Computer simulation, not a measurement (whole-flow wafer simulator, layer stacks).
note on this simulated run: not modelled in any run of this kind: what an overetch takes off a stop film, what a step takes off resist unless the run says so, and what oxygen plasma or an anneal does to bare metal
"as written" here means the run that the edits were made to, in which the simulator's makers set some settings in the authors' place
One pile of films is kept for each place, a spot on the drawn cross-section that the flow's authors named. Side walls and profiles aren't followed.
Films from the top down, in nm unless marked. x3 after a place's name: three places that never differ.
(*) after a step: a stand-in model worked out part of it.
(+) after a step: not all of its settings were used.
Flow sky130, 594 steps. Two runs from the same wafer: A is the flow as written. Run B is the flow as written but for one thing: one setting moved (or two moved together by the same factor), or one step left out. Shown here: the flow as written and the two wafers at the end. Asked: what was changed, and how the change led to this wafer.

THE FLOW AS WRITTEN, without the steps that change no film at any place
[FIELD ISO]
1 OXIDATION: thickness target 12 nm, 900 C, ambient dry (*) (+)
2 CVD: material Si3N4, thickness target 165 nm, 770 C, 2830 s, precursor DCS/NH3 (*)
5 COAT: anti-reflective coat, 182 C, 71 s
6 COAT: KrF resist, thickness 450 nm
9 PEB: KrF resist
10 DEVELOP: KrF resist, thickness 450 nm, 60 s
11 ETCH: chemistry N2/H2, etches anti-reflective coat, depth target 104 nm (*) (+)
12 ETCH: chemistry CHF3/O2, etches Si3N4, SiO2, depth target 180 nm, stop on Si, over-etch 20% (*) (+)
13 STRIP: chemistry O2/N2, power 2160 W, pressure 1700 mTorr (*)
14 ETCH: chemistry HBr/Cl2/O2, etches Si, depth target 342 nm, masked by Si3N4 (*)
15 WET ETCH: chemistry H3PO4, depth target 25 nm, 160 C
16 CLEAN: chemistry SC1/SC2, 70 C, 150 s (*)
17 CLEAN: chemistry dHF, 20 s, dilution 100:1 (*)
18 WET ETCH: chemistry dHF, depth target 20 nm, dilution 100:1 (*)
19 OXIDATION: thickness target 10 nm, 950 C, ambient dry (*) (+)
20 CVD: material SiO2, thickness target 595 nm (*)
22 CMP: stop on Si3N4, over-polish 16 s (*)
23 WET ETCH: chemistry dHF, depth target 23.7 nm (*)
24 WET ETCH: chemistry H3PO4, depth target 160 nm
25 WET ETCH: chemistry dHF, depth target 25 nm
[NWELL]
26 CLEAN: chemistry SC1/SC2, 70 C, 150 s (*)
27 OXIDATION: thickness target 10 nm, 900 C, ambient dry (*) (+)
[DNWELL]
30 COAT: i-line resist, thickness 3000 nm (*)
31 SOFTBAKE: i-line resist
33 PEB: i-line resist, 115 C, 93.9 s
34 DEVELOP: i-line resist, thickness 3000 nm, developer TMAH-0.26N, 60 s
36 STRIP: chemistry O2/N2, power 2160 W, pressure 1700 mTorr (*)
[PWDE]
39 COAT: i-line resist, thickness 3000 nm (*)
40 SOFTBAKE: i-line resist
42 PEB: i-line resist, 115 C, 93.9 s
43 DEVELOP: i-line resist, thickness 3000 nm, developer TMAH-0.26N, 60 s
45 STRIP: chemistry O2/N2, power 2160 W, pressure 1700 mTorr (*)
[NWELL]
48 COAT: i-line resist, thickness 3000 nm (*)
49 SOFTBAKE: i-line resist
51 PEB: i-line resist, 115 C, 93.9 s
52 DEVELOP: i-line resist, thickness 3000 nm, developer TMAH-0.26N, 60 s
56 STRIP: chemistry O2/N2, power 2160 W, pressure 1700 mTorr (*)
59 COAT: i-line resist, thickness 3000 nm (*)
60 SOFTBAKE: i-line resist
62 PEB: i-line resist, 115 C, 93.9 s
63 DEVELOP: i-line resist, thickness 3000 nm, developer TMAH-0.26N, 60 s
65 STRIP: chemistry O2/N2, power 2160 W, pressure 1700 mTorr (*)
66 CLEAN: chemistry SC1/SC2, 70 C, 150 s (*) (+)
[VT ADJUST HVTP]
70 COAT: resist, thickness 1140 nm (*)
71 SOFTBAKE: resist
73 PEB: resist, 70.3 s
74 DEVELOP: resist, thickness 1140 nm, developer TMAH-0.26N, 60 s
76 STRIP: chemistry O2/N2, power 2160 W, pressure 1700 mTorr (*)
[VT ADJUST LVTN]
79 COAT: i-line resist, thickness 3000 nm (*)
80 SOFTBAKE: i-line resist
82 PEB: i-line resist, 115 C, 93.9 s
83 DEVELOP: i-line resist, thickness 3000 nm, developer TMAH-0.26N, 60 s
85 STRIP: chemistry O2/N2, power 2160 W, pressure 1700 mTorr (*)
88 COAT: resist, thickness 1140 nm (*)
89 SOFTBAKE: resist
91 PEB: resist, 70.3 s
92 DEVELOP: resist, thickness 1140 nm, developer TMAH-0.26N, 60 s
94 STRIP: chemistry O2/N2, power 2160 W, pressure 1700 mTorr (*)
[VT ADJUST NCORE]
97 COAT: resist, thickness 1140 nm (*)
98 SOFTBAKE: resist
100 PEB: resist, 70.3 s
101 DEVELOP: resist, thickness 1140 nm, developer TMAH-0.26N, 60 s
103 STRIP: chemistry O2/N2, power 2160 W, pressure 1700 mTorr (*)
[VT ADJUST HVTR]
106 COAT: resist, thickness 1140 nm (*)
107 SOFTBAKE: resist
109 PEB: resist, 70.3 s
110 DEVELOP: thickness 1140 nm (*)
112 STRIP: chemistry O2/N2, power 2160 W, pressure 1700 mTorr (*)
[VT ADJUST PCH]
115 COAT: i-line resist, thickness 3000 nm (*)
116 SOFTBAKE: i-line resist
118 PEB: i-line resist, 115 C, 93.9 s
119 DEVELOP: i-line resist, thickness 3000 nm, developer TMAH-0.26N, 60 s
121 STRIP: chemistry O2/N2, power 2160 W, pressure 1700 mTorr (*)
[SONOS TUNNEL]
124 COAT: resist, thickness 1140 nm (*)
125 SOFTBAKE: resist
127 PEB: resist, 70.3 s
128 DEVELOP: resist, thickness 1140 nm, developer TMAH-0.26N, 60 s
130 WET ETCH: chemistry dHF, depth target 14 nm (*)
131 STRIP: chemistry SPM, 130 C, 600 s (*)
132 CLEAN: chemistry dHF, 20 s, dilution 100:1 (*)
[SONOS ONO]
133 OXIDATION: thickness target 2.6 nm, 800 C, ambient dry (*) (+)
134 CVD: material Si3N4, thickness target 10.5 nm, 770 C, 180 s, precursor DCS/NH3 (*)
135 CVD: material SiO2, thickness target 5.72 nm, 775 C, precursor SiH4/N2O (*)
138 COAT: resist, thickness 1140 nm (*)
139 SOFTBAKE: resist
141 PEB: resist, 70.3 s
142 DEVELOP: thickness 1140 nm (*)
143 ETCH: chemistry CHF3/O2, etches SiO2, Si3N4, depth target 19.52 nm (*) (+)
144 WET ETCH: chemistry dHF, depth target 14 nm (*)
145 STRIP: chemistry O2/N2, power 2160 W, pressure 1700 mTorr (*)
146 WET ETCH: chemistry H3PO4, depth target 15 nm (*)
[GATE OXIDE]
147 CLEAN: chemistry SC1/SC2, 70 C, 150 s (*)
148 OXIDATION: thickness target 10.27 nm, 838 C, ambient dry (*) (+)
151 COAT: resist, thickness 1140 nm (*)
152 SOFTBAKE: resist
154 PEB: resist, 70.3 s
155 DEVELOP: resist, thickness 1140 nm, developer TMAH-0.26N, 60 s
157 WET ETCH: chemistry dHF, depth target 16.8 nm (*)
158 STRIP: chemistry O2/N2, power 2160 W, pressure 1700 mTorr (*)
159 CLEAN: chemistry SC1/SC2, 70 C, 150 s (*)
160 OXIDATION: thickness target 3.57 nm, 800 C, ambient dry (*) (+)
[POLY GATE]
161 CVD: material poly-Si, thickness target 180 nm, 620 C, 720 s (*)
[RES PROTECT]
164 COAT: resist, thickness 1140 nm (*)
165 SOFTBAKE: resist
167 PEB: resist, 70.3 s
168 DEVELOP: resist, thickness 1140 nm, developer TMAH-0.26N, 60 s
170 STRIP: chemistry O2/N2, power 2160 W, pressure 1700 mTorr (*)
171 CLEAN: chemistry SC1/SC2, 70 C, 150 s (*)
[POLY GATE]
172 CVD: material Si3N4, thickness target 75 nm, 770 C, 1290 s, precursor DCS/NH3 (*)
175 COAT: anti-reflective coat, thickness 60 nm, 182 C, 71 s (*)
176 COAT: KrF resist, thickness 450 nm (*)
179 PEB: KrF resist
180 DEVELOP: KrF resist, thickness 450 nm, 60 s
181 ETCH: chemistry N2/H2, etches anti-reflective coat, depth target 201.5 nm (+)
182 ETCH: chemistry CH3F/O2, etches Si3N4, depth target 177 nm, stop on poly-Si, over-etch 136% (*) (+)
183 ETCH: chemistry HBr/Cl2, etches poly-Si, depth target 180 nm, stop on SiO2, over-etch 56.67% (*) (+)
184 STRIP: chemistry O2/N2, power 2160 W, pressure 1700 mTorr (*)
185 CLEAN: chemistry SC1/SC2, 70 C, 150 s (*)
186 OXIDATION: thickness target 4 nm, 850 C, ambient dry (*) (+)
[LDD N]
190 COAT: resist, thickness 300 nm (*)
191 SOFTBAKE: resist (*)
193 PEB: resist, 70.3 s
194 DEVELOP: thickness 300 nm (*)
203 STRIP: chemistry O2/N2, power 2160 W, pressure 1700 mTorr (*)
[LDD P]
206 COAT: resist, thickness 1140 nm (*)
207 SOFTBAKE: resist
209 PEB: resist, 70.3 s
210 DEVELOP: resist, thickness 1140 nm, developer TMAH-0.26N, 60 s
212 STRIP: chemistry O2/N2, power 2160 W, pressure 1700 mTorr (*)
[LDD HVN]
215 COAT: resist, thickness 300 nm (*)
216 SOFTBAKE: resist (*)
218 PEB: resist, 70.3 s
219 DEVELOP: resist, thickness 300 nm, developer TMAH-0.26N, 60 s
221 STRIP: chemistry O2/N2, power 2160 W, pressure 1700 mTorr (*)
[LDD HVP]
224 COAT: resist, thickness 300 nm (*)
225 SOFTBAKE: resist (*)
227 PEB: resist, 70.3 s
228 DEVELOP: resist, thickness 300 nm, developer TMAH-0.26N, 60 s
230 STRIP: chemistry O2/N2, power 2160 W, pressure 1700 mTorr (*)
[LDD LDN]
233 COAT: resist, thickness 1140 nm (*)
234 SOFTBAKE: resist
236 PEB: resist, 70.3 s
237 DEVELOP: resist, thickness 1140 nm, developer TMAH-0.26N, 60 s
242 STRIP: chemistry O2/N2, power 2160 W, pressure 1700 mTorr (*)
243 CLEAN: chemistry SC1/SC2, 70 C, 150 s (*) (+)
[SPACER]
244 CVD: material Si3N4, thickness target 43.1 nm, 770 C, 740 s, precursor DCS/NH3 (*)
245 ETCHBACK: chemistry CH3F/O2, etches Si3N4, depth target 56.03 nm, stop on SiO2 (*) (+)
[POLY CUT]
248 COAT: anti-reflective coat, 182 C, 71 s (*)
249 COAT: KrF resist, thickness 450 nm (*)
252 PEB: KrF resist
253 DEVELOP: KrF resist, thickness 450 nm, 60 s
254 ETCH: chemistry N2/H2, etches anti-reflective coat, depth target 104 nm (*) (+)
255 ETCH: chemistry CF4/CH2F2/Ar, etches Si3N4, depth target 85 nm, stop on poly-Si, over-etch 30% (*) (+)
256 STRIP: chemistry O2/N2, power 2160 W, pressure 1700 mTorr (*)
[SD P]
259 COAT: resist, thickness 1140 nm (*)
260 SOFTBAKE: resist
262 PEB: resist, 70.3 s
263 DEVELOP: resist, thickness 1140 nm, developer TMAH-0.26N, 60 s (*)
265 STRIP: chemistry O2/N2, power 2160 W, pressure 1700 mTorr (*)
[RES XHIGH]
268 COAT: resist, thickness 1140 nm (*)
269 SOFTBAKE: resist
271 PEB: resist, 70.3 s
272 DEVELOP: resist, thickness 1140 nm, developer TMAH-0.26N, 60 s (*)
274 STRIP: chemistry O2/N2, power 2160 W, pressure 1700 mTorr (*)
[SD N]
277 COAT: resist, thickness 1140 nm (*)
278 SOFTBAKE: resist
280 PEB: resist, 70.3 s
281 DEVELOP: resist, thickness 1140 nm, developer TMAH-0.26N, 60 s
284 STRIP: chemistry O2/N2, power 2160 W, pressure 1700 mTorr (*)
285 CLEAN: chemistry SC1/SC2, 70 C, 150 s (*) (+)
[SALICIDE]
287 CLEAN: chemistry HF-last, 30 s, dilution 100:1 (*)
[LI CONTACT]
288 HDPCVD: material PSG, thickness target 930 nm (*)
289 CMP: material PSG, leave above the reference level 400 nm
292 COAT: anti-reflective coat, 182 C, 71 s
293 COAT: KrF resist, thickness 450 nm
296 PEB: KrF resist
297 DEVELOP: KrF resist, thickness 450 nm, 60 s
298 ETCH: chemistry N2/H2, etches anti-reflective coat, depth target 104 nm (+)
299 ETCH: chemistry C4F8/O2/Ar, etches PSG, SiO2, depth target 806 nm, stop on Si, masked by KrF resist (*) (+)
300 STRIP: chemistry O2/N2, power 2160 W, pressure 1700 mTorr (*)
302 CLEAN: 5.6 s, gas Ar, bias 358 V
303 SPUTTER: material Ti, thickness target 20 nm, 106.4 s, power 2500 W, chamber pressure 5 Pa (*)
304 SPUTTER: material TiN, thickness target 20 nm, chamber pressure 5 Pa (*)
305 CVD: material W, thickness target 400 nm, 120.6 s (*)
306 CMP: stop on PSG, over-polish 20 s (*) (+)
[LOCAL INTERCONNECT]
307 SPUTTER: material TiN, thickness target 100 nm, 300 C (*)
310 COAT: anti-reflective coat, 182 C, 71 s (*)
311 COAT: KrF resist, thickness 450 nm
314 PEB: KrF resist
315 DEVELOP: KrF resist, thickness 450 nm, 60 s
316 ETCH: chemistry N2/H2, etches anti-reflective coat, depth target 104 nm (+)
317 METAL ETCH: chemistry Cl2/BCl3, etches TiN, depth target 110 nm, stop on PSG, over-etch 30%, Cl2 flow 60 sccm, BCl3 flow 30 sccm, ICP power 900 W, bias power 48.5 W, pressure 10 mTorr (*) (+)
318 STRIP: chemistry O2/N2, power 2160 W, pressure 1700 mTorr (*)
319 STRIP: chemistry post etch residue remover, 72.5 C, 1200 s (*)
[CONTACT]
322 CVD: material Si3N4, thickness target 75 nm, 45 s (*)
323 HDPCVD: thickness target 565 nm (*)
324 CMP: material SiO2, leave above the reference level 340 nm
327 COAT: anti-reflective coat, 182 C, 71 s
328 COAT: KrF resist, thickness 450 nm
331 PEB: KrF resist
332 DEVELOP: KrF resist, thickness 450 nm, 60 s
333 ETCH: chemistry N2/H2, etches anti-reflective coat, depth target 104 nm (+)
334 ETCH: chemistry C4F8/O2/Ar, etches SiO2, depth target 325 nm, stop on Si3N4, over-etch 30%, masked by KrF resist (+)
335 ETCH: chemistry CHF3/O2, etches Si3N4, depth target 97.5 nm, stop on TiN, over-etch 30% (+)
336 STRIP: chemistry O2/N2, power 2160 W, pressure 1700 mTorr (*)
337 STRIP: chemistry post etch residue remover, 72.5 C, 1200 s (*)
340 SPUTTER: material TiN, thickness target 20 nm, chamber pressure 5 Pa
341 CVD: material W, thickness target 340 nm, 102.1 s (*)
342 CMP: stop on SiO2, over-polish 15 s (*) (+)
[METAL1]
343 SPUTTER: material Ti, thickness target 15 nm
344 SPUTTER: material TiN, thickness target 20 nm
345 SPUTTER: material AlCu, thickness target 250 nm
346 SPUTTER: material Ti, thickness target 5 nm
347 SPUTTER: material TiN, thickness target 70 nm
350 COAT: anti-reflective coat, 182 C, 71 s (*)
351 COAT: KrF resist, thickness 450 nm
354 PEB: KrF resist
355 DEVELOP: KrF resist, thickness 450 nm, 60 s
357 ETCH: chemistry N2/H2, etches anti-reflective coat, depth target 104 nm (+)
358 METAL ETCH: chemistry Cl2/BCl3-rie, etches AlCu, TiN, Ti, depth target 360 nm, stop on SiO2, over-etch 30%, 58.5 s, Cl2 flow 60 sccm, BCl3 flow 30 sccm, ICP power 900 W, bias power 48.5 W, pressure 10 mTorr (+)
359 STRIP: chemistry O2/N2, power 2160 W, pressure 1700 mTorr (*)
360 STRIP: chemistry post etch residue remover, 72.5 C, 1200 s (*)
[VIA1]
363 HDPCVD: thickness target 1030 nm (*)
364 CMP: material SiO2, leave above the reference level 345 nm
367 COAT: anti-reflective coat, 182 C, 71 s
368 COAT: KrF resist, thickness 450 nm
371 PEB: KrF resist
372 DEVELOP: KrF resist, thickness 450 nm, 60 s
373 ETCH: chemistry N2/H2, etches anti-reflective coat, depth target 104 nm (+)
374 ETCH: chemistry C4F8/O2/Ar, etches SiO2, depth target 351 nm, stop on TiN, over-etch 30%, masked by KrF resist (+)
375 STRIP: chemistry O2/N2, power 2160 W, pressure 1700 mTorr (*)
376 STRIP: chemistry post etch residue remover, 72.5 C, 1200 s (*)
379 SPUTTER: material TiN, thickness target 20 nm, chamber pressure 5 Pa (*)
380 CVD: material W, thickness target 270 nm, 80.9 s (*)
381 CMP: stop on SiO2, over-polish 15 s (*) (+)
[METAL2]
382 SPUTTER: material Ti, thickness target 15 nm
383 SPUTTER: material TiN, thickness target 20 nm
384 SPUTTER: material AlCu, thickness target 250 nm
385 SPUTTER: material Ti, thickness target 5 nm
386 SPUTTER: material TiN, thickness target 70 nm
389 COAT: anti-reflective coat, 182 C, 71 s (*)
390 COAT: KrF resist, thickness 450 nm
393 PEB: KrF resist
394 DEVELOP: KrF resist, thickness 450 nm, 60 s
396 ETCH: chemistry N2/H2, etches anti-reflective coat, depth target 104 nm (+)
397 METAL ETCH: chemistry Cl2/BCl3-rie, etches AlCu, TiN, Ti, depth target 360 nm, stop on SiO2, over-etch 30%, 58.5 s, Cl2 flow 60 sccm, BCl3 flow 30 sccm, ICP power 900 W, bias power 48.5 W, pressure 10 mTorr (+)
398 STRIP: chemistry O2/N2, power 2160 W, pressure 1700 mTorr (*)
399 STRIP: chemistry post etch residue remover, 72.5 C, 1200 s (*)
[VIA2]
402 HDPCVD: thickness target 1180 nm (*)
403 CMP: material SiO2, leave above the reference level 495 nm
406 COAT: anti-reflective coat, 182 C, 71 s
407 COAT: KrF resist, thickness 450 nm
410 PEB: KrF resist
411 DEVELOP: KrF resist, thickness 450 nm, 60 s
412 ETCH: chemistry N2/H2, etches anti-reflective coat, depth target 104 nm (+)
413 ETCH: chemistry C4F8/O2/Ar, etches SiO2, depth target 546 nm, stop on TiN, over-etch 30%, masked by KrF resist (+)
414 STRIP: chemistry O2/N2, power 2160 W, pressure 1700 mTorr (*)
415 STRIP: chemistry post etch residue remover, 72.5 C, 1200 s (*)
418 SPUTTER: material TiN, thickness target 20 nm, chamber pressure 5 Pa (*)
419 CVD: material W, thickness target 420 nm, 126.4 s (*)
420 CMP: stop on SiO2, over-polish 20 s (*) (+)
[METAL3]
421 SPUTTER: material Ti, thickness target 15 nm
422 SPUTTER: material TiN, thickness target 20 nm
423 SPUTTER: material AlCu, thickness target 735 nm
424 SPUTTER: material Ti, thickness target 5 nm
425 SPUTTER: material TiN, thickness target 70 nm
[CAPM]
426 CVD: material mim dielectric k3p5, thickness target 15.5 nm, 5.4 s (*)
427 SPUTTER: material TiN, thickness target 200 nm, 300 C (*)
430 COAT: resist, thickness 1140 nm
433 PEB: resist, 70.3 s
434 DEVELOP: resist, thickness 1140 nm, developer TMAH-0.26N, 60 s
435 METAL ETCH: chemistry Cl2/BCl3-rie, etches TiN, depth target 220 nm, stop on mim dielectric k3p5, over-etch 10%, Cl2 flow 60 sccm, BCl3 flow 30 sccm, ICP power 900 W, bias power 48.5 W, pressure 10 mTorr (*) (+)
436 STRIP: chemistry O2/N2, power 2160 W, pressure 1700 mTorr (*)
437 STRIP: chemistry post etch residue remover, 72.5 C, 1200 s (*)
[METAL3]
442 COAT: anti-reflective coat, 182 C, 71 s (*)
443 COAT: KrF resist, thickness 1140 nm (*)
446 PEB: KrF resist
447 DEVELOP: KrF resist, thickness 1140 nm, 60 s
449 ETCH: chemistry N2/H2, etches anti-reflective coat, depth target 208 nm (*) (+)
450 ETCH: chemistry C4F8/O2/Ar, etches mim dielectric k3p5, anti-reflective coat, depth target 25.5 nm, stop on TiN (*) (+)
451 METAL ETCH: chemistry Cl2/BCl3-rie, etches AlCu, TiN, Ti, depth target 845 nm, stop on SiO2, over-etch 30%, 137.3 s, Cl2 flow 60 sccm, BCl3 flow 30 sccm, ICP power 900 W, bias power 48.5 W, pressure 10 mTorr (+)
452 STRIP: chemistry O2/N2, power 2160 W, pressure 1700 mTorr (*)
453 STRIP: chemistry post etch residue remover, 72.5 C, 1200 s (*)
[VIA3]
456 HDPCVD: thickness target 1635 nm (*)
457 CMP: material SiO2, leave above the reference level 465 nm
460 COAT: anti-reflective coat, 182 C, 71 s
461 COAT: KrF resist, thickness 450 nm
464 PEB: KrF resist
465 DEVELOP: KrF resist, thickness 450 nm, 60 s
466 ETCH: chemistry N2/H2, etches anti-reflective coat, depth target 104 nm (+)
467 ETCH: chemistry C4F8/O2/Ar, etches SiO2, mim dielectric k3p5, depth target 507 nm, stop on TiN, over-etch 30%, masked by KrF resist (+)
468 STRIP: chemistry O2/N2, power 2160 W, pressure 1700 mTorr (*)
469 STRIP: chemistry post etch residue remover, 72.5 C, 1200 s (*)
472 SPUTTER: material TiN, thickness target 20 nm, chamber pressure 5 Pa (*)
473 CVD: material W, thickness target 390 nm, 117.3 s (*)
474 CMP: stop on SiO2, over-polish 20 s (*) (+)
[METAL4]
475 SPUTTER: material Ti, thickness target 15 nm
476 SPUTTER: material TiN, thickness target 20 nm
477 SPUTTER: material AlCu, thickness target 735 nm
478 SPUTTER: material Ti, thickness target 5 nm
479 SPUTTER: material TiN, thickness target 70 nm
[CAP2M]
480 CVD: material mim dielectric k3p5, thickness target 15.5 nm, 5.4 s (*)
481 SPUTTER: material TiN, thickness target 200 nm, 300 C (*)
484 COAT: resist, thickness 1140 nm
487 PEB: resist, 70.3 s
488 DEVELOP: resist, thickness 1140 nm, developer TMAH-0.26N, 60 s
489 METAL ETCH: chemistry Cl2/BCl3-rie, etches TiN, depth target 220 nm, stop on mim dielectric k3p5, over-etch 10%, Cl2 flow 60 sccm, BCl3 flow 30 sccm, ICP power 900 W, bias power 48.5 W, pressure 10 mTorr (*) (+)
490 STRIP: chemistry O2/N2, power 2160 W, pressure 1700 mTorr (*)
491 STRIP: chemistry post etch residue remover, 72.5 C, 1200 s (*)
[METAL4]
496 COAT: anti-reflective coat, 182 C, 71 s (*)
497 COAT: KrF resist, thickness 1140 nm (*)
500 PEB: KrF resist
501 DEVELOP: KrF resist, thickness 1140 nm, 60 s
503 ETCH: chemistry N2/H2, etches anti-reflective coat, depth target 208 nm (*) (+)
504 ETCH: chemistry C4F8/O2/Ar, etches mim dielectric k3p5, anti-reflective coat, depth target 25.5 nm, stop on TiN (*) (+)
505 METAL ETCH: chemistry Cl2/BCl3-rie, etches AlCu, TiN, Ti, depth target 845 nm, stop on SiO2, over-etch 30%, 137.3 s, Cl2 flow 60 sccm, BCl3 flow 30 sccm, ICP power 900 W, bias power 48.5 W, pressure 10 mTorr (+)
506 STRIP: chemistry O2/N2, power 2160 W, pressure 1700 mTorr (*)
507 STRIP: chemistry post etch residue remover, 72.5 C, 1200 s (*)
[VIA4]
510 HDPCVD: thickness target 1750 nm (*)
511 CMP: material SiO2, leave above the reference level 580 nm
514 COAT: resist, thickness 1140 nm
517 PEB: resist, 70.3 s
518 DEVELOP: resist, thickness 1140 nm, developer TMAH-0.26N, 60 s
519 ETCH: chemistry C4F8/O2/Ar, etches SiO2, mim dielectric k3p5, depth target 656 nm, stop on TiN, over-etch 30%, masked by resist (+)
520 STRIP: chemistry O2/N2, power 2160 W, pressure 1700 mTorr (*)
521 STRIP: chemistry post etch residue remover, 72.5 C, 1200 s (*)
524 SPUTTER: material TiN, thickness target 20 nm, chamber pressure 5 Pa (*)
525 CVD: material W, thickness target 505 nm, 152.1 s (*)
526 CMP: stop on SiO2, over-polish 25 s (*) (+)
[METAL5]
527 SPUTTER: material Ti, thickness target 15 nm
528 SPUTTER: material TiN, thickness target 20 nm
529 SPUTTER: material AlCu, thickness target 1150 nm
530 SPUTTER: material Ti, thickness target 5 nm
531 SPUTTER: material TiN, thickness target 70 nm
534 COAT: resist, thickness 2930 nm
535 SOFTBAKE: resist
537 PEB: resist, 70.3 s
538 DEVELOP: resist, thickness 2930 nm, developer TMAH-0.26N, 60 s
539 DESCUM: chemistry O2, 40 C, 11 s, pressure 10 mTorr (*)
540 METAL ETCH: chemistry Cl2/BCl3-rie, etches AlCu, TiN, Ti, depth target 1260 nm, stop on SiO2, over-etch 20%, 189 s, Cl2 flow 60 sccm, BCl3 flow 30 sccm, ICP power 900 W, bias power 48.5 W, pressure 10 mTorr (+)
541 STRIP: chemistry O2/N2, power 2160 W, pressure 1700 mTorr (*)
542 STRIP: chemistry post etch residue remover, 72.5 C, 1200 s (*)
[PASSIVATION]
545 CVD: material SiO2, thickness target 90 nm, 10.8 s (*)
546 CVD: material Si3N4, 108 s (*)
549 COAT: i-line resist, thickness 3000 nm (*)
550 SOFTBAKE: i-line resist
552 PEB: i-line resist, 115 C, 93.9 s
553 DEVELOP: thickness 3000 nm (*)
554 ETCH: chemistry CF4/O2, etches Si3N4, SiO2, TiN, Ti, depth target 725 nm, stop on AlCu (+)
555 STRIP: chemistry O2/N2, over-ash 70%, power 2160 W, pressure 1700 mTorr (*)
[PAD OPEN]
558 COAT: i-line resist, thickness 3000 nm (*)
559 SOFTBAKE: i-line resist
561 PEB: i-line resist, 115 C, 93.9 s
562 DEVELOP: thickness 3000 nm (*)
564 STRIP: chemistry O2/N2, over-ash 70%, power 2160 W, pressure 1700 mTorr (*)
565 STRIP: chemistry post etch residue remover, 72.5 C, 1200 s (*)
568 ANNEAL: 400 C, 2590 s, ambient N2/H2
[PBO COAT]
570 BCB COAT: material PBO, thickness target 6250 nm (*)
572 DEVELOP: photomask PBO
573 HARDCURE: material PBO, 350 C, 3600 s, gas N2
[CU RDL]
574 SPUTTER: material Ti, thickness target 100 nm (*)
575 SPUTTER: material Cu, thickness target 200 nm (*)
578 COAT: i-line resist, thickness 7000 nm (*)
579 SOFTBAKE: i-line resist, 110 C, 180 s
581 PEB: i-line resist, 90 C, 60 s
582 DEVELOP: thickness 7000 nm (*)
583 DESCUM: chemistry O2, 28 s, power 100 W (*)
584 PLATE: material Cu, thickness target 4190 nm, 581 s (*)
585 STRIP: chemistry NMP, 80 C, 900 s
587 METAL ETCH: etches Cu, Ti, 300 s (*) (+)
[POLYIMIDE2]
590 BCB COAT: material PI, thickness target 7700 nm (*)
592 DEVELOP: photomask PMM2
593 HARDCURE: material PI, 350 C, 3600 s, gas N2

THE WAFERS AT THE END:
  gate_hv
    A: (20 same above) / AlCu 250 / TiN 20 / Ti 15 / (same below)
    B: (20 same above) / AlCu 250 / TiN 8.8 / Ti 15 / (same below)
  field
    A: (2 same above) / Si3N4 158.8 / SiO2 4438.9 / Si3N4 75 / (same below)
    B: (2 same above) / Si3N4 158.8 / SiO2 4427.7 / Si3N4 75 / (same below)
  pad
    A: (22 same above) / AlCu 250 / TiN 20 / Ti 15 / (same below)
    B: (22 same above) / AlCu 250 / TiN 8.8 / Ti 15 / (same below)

The cause: step 383, SPUTTER: thickness target 8.8 nm was run, where the flow has thickness target 20 nm.
It can be read off the wafer: gate_hv has TiN 8.8, and step 383 as written asks for 20 nm.

How the change led to this, step by step:
  383 SPUTTER: material TiN, thickness target 20 nm
      field, active, n_well and 188 more: A TiN +20 (new film) | B TiN +8.8 (new film)
  397 METAL ETCH: chemistry Cl2/BCl3-rie, etches AlCu, TiN, Ti, depth target 360 nm, stop on SiO2, over-etch 30%, 58.5 s, Cl2 flow 60 sccm, BCl3 flow 30 sccm, ICP power 900 W, bias power 48.5 W, pressure 10 mTorr (+)
      field, active, gate and 82 more: A TiN -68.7 (all of it), Ti -5 (all of it), AlCu -250 (all of it), TiN -20 (all of it), Ti -15 (all of it), SiO2 -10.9 | B TiN -68.7 (all of it), Ti -5 (all of it), AlCu -250 (all of it), TiN -8.8 (all of it), Ti -15 (all of it), SiO2 -12.1
  403 CMP: material SiO2, leave above the reference level 495 nm
      field, active, gate and 82 more: A SiO2 -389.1 | B SiO2 -399.1
